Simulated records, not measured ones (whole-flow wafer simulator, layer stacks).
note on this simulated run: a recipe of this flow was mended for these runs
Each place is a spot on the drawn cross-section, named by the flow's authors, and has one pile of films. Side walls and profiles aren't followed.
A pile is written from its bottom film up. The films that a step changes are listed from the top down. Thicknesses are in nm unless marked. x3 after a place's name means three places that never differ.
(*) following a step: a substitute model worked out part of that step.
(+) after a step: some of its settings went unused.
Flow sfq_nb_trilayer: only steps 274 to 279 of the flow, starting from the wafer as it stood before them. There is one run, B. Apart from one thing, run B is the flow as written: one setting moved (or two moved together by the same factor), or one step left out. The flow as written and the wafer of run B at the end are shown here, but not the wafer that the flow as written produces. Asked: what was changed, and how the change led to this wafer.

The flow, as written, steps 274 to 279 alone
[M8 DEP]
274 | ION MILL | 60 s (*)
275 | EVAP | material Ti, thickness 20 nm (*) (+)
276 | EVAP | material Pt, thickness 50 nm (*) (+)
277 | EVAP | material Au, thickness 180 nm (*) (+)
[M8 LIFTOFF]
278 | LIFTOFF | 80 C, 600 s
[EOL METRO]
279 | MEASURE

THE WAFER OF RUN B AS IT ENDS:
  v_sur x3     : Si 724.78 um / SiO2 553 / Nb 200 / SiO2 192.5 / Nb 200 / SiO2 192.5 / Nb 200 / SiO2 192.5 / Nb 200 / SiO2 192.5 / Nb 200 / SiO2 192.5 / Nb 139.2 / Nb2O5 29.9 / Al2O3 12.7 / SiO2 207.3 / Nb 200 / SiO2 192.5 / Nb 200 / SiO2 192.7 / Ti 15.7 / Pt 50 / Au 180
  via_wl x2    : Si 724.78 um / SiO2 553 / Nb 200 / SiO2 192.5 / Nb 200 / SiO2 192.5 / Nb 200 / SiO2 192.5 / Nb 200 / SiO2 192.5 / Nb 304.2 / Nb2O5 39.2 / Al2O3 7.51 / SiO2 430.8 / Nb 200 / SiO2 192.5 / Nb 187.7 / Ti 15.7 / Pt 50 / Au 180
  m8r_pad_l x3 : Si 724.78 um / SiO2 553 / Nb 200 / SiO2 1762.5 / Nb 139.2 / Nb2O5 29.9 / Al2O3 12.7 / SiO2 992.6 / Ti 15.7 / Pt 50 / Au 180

What caused this: step 275, EVAP: thickness 15.7 nm was run, whereas the flow has thickness 20 nm.
The wafer lets one read it off: v_sur x3 has Ti 15.7, and step 275 as written asks for 20 nm.

Step by step, how the change led to this:
  275 | EVAP | material Ti, thickness 20 nm (*) (+)
      field_l, v_sur x3, via_wl x2 and 100 more: +15.7 Ti (new film) (in the flow as written it would be: +20 Ti (new film))
  278 | LIFTOFF | 80 C, 600 s
      p4_fl x5, p4_w1 x9, p3_s0 x11 and 49 more: -180 Au (all of it), -50 Pt (all of it), -15.7 Ti (all of it), -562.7 KrF-resist-other-grade (all of it), -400 lift-off-underlayer (all of it) (in the flow as written it would be: -180 Au (all of it), -50 Pt (all of it), -20 Ti (all of it), -562.7 KrF-resist-other-grade (all of it), -400 lift-off-underlayer (all of it))
      r_sur, res, r_end: -180 Au (all of it), -50 Pt (all of it), -15.7 Ti (all of it), -559.9 KrF-resist-other-grade (all of it), -399.5 lift-off-underlayer (all of it) (in the flow as written it would be: -180 Au (all of it), -50 Pt (all of it), -20 Ti (all of it), -559.9 KrF-resist-other-grade (all of it), -399.5 lift-off-underlayer (all of it))
      (also at 18 further places)
